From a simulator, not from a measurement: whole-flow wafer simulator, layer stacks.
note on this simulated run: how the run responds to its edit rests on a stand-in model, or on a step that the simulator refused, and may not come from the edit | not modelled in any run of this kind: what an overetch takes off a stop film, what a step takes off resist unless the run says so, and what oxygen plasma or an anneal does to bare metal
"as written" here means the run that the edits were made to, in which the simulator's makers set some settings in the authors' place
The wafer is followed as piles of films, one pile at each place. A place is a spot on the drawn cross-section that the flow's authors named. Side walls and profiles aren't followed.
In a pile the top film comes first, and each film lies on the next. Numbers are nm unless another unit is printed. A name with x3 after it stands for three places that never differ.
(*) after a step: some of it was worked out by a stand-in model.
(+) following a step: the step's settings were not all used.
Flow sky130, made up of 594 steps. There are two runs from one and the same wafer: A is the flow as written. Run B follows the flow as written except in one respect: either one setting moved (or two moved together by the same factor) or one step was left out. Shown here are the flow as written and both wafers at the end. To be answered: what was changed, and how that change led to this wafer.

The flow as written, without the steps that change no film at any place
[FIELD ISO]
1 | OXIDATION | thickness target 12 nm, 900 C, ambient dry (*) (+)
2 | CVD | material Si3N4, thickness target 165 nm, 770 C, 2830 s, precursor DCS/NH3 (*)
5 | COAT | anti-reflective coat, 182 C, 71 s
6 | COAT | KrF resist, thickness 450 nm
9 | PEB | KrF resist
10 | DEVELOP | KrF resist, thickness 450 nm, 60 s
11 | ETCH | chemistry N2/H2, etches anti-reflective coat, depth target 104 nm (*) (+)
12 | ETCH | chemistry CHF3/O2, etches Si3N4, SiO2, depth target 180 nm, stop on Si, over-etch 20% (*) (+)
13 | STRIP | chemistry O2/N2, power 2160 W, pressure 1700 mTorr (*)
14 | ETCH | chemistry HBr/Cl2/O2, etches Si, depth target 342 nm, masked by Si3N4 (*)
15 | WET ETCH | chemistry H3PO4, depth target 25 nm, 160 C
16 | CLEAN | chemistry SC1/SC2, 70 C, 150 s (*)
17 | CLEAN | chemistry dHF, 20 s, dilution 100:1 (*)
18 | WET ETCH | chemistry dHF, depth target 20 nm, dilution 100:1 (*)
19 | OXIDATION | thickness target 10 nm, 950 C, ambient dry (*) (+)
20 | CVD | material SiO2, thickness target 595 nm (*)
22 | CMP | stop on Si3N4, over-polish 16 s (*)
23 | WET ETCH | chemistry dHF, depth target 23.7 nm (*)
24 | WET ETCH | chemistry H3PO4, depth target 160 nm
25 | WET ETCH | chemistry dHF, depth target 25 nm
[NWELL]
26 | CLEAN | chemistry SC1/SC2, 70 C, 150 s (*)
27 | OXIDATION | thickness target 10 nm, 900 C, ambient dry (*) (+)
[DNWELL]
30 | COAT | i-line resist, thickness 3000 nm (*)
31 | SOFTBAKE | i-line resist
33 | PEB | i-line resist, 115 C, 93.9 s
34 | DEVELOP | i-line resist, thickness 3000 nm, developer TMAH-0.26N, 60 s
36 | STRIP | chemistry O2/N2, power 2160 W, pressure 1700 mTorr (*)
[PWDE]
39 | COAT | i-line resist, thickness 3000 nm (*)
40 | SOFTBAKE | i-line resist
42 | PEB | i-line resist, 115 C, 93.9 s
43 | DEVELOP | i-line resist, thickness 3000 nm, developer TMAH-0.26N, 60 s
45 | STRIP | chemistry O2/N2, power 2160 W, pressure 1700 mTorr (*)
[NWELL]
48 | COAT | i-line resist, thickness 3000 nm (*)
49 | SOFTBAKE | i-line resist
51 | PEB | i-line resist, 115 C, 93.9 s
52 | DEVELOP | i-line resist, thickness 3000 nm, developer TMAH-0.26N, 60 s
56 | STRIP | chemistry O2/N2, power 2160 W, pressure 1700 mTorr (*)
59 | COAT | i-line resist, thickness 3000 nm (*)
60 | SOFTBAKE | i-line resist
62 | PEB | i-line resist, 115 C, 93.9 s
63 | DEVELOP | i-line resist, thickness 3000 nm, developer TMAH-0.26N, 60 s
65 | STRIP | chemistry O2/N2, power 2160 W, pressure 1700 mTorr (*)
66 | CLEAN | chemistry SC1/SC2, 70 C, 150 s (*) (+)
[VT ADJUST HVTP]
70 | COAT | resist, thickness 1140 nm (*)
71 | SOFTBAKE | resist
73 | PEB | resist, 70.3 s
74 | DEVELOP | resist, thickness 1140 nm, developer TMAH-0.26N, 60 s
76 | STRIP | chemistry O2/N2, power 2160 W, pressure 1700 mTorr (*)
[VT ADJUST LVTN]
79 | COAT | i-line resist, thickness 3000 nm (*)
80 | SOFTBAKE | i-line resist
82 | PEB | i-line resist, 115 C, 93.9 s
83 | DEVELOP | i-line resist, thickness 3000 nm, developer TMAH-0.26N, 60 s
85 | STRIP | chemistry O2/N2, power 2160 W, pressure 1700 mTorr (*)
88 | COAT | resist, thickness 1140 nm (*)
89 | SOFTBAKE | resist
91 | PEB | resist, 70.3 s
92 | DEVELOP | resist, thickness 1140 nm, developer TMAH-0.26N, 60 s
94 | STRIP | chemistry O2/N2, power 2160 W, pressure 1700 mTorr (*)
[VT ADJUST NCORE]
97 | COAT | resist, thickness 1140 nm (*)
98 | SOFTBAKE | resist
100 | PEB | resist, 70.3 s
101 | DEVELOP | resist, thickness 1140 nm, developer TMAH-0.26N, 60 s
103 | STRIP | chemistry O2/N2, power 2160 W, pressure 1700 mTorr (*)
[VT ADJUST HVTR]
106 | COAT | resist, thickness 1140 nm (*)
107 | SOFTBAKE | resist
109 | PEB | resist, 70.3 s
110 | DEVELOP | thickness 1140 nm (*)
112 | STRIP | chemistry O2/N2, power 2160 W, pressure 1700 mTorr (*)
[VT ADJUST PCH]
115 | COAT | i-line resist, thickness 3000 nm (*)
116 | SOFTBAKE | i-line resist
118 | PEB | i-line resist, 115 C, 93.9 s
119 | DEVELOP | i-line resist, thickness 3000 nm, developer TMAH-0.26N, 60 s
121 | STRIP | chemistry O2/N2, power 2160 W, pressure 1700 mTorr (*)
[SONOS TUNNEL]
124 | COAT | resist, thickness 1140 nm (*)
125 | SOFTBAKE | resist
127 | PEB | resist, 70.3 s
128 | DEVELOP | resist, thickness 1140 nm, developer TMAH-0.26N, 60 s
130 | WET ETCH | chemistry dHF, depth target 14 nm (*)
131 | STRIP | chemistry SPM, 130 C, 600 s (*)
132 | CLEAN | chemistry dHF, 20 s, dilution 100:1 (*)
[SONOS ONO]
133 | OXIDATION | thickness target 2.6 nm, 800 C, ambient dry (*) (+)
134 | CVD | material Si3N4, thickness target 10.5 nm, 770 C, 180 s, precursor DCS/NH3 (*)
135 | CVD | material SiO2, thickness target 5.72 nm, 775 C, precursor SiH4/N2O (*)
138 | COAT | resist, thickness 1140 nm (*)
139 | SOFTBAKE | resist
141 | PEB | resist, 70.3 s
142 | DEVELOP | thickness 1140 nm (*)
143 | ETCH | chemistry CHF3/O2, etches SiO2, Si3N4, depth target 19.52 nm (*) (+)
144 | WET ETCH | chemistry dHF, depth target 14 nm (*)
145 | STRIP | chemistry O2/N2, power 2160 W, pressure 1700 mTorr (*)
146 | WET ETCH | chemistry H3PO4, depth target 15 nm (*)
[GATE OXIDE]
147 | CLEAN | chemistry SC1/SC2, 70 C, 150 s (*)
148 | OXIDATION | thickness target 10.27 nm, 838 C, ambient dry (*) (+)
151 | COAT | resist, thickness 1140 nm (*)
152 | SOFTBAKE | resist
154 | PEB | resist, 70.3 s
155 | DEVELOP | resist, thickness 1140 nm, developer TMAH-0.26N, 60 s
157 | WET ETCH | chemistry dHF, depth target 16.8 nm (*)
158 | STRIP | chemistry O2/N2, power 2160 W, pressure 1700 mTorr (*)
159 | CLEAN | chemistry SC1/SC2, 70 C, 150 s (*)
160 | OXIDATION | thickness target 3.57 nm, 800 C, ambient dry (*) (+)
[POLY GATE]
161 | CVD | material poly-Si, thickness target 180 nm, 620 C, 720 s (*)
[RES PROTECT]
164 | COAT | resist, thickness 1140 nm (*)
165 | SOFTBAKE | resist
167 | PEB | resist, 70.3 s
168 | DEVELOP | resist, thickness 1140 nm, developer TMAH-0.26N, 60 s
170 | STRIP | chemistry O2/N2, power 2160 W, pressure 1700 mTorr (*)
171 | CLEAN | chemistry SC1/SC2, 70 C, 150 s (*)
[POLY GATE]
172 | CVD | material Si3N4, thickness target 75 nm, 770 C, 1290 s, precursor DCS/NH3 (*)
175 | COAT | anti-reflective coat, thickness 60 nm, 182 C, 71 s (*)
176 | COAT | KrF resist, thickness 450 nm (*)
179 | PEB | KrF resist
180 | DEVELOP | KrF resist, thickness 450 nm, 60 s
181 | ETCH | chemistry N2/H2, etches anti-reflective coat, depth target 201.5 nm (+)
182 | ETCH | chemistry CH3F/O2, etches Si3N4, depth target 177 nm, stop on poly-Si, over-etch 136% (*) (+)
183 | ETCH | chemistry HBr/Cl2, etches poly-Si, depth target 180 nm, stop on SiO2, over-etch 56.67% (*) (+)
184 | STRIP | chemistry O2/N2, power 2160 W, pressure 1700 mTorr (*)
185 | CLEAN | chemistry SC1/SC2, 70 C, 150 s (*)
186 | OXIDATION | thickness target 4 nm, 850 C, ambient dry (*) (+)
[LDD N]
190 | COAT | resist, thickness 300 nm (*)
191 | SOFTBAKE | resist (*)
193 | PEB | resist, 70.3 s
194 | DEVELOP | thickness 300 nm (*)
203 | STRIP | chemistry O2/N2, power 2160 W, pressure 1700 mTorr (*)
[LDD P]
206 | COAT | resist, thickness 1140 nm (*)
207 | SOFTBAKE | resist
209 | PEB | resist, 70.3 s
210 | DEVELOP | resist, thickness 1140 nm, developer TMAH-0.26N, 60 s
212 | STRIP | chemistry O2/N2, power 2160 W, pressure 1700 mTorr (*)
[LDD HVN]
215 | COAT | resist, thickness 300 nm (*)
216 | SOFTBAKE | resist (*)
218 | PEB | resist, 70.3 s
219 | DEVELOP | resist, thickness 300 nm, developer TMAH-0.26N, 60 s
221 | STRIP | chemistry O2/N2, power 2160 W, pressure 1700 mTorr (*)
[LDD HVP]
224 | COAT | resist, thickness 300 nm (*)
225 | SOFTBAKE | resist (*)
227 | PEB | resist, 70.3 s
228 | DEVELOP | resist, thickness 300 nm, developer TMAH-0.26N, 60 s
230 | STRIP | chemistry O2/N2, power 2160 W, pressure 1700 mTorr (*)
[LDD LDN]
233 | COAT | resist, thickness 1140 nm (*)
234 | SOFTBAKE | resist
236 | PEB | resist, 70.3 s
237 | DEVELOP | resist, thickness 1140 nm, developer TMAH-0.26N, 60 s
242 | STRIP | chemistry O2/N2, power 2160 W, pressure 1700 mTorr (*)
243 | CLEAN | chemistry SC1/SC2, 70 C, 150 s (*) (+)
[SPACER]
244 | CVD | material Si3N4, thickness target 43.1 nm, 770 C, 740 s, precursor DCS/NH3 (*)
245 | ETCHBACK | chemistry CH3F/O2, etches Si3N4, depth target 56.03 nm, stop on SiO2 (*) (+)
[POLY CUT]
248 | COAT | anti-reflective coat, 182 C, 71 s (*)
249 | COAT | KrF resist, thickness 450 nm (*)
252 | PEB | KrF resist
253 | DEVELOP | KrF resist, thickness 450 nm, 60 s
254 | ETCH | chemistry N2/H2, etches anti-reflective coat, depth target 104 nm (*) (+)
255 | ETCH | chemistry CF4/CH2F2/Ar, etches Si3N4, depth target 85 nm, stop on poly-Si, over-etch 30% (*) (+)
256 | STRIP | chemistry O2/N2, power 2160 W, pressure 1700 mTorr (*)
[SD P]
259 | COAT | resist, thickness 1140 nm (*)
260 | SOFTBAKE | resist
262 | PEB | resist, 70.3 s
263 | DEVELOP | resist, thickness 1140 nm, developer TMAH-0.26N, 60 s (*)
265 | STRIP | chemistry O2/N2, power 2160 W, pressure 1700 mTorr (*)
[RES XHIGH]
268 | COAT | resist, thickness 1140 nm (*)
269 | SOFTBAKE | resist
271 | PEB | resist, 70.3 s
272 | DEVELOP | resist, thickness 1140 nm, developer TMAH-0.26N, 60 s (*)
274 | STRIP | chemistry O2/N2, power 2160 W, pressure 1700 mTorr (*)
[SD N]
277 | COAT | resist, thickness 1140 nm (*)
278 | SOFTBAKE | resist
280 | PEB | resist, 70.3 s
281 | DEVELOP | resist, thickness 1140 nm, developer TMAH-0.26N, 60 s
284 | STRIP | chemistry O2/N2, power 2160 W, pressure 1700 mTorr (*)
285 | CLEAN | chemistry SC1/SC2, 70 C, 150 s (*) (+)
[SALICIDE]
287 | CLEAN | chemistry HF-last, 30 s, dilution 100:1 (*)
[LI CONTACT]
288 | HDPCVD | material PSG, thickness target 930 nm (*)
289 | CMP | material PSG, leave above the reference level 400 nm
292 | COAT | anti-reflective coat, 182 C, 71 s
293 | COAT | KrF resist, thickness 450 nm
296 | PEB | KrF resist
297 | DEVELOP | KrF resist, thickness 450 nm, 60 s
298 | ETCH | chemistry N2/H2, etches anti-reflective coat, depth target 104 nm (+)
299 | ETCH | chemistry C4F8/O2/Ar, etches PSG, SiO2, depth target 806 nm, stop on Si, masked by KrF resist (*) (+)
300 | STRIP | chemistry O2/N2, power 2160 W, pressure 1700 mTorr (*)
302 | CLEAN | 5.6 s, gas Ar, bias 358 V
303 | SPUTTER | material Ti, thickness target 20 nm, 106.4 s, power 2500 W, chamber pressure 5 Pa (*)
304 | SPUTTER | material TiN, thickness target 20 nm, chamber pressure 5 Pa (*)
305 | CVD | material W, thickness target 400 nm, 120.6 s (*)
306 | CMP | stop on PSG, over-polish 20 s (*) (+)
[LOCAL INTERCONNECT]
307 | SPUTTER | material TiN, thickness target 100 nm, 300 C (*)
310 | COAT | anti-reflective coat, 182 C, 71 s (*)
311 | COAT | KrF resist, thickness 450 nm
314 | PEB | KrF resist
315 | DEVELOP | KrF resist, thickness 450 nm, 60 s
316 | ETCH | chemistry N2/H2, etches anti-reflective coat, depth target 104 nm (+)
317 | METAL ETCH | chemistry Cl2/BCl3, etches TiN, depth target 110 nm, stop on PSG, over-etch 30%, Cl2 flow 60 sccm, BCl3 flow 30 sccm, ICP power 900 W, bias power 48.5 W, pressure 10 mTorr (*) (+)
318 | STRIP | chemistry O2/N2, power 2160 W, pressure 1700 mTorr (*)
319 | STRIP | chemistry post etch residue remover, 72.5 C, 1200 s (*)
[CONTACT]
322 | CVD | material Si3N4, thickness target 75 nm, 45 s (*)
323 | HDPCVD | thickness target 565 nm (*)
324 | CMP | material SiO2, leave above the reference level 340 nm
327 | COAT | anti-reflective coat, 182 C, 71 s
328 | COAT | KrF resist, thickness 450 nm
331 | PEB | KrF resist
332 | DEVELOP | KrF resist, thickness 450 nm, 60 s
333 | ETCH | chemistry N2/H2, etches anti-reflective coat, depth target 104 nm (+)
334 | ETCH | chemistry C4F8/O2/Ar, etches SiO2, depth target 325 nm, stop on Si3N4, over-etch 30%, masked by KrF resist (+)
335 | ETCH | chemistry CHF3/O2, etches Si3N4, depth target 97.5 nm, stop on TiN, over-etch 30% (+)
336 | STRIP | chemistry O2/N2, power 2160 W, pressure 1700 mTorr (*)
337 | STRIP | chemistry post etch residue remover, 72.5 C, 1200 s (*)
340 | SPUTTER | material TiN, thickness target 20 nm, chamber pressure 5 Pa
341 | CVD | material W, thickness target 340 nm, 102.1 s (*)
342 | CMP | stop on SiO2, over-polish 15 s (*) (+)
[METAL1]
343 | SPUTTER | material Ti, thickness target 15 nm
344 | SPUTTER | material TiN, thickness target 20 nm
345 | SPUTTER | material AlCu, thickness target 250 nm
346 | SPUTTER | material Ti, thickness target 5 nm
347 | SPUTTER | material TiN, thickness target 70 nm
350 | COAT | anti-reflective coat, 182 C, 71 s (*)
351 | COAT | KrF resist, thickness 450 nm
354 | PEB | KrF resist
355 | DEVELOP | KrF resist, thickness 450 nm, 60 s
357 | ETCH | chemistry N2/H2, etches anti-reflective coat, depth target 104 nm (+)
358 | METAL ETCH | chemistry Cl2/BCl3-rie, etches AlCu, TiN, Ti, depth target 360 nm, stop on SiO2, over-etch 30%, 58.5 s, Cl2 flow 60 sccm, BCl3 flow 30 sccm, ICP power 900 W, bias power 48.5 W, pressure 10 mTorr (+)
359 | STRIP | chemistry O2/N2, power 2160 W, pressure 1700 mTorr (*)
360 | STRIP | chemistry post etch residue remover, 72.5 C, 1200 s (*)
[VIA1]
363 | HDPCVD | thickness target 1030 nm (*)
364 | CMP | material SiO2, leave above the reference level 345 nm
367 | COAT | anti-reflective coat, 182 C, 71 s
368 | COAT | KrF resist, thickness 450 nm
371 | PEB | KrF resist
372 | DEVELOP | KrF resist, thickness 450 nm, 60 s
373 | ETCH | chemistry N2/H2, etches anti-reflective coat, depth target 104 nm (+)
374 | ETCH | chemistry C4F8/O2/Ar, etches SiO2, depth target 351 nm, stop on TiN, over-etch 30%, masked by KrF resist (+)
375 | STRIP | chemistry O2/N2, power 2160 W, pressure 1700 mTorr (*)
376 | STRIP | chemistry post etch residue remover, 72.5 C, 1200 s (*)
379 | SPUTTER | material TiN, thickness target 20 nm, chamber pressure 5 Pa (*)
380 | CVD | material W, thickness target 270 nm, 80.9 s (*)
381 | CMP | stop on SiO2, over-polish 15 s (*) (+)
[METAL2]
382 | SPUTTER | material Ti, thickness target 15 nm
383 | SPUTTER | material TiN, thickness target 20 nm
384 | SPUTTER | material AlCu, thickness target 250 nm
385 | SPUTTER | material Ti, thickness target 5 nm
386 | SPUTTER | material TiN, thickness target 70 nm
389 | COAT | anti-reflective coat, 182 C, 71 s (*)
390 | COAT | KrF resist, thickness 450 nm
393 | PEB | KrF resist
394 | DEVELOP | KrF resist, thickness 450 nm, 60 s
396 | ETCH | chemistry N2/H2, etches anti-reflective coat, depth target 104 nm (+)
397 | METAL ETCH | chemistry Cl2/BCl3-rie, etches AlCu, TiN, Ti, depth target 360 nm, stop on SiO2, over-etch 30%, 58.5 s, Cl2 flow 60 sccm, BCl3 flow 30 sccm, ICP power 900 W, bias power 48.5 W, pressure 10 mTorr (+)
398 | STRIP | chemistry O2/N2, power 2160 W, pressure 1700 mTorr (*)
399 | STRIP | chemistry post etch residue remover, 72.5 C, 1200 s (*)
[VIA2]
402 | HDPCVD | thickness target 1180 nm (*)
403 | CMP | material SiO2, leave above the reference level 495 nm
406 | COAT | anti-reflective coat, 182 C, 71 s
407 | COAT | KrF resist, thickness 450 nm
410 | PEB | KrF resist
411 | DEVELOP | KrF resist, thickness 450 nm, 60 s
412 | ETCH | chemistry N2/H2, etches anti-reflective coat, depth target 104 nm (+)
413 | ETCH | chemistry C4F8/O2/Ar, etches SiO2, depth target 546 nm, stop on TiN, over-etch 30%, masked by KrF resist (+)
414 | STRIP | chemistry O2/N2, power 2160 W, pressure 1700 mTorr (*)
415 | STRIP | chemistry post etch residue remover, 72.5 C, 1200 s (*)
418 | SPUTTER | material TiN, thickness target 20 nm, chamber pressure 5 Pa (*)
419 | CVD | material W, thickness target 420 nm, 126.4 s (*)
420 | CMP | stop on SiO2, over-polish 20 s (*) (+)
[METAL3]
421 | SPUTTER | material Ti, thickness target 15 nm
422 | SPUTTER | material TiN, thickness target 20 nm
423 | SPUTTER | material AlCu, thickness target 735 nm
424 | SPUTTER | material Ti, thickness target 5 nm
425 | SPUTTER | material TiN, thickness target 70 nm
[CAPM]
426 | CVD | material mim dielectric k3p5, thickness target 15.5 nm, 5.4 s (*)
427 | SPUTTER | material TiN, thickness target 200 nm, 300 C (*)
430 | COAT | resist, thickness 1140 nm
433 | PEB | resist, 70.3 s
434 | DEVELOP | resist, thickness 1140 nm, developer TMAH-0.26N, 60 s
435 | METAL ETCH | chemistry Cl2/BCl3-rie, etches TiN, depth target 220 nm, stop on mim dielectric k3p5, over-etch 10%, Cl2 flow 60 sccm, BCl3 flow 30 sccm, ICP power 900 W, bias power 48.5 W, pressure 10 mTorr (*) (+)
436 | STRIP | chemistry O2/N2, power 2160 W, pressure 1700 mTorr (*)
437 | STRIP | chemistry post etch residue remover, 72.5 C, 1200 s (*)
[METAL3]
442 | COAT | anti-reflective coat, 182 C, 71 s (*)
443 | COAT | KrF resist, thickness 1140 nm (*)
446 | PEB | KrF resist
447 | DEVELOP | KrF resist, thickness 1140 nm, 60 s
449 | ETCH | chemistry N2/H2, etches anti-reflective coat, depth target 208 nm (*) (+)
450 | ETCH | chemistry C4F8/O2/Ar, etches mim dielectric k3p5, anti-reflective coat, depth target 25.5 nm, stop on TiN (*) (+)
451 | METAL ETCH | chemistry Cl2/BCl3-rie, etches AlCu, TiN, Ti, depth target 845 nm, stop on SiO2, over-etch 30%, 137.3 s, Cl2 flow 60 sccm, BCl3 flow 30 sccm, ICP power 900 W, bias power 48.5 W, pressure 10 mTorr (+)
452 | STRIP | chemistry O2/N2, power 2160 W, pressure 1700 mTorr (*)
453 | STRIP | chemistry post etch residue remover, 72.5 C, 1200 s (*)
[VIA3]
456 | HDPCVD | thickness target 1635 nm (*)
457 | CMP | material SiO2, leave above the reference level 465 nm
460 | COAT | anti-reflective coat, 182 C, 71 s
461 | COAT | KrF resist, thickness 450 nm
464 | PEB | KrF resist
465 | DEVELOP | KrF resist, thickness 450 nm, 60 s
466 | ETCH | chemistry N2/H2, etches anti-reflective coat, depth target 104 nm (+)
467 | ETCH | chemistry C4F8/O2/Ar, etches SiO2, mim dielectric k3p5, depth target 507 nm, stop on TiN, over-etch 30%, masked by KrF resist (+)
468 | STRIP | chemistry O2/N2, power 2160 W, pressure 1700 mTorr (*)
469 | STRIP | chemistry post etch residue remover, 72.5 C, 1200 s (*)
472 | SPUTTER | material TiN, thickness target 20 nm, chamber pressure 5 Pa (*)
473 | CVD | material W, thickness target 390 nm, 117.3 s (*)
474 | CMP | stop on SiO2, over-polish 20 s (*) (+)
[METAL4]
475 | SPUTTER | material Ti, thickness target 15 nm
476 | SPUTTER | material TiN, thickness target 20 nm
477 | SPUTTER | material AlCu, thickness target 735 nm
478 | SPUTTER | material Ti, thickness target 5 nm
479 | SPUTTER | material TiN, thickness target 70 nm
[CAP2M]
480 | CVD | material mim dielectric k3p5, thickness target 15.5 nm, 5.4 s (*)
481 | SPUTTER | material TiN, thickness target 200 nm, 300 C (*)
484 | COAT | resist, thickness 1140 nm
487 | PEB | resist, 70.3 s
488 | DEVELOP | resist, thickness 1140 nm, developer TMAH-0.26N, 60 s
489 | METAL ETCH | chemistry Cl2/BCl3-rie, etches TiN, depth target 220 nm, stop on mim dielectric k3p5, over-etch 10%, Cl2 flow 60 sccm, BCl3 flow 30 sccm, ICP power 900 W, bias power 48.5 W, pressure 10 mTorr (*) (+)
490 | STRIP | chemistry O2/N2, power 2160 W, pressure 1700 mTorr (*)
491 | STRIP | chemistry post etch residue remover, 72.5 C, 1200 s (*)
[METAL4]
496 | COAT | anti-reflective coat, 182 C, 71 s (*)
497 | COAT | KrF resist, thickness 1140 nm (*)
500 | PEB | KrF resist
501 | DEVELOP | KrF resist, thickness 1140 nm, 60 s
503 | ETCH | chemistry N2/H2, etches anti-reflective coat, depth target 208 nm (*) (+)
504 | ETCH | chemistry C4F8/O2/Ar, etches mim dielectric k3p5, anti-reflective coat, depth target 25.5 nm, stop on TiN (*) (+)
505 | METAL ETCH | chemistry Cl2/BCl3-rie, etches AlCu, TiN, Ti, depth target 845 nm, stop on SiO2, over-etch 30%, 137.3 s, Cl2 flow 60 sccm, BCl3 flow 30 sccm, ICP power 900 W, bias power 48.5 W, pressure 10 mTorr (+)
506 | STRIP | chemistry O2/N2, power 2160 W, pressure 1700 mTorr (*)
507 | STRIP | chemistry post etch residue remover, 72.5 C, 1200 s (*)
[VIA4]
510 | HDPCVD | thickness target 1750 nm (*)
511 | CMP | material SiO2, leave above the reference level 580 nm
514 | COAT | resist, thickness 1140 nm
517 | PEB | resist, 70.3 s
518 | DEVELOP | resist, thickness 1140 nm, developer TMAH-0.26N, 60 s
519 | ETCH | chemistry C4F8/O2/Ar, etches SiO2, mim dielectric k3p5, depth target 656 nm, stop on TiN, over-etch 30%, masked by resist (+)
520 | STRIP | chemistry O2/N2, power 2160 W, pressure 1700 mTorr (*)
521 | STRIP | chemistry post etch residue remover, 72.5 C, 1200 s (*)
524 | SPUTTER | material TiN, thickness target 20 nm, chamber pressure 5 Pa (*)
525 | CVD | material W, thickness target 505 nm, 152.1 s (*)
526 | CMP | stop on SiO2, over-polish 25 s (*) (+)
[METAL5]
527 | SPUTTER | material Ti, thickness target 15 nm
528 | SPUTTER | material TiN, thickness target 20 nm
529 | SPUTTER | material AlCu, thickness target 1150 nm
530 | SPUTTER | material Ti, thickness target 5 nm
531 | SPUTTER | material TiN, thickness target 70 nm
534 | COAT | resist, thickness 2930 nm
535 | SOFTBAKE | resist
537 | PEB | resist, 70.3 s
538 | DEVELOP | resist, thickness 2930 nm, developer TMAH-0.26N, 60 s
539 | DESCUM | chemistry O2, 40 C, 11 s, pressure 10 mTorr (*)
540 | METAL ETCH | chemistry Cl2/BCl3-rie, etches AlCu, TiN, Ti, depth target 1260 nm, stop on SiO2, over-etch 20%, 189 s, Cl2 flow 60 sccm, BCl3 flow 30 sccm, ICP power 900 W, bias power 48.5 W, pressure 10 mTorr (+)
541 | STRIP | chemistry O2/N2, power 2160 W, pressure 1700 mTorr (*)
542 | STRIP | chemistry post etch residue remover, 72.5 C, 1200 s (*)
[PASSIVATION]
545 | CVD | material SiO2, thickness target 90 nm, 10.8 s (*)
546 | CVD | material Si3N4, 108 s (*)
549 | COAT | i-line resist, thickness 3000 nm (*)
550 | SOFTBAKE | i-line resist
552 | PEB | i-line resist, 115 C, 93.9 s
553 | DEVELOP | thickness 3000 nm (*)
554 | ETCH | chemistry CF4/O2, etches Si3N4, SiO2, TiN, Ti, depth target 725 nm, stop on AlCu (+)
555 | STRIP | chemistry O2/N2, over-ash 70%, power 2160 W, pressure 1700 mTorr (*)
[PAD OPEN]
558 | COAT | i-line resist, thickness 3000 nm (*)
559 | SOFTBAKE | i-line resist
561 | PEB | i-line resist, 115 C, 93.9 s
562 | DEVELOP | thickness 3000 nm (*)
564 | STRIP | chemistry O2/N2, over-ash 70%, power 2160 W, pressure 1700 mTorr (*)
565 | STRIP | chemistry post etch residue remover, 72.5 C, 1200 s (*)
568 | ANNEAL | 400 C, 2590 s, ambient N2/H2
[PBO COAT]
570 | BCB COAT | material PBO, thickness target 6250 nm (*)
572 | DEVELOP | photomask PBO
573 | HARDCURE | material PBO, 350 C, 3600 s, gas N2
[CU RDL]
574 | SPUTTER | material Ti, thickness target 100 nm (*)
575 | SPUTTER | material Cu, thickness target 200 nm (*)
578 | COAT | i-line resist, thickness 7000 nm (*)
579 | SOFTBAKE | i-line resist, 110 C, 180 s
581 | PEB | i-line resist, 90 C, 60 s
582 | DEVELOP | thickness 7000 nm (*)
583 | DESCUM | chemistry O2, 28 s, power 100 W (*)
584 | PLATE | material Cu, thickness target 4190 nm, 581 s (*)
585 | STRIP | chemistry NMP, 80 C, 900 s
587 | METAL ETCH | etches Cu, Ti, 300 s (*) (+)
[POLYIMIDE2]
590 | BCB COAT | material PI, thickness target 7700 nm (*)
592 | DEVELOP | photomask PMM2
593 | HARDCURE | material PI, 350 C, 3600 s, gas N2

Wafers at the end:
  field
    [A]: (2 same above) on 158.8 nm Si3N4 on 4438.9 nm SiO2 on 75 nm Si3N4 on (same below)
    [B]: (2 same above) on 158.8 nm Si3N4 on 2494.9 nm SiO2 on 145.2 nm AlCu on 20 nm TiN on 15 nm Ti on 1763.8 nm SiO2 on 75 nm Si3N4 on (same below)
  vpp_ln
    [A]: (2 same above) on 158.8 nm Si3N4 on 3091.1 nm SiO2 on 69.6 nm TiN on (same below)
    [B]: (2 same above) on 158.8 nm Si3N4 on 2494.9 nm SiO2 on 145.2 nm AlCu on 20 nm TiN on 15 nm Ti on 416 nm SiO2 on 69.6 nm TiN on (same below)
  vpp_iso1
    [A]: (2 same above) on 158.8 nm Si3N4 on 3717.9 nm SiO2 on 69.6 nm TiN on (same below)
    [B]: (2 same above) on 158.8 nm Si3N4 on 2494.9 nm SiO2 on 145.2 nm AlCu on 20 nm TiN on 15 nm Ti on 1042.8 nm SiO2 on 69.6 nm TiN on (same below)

Cause: step 451, METAL ETCH: depth target 507 nm was run, though the flow has depth target 845 nm; step 451, METAL ETCH: 82.4 s was run, where the flow has 137.3 s.

How this came from the change, step by step:
  451 | METAL ETCH | chemistry Cl2/BCl3-rie, etches AlCu, TiN, Ti, depth target 845 nm, stop on SiO2, over-etch 30%, 137.3 s, Cl2 flow 60 sccm, BCl3 flow 30 sccm, ICP power 900 W, bias power 48.5 W, pressure 10 mTorr (+)
      field, gate, spacer and 68 more: A -70 TiN (all of it), -5 Ti (all of it), -735 AlCu (all of it), -20 TiN (all of it), -15 Ti (all of it), -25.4 SiO2 | B -70 TiN (all of it), -5 Ti (all of it), -584.1 AlCu
      active, vpp_ln, vpp_iso2 and 11 more: A -70 TiN (all of it), -5 Ti (all of it), -735 AlCu (all of it), -20 TiN (all of it), -15 Ti (all of it), -25.3 SiO2 | B -70 TiN (all of it), -5 Ti (all of it), -584.1 AlCu
      (also at 107 further places)
  452 | STRIP | chemistry O2/N2, power 2160 W, pressure 1700 mTorr (*)
      n_well, p_well, gate_hv and 82 more: A -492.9 KrF resist (all of it), -80 anti-reflective coat (all of it) | B -712.6 KrF resist (all of it), -80 anti-reflective coat (all of it)
      m1, via2_hole: A -493 KrF resist (all of it), -80.5 anti-reflective coat (all of it) | B -712.7 KrF resist (all of it), -80.5 anti-reflective coat (all of it)
      (also at 20 further places)
  453 | STRIP | chemistry post etch residue remover, 72.5 C, 1200 s (*)
      field, active, gate and 82 more: A nothing | B -5.72 AlCu
  456 | HDPCVD | thickness target 1635 nm (*)
      field, active, gate and 82 more: A +1635 SiO2 | B +1635 SiO2 (new film)
  457 | CMP | material SiO2, leave above the reference level 465 nm
      field, active, gate and 82 more: A -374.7 SiO2 | B -580.2 SiO2
If metal films that touch count as one body, field has 1 body; the flow as written gives 0 bodies.
If metal films that touch count as one body, vpp_ln has 3 bodies (between them, from the top down: SiO2 416; SiO2 267.2); the flow as written gives 2 bodies (between them, from the top down: SiO2 267.2).
If metal films that touch count as one body, vpp_iso1 has 2 bodies (between them, from the top down: SiO2 1042.8); the flow as written gives 1 body.
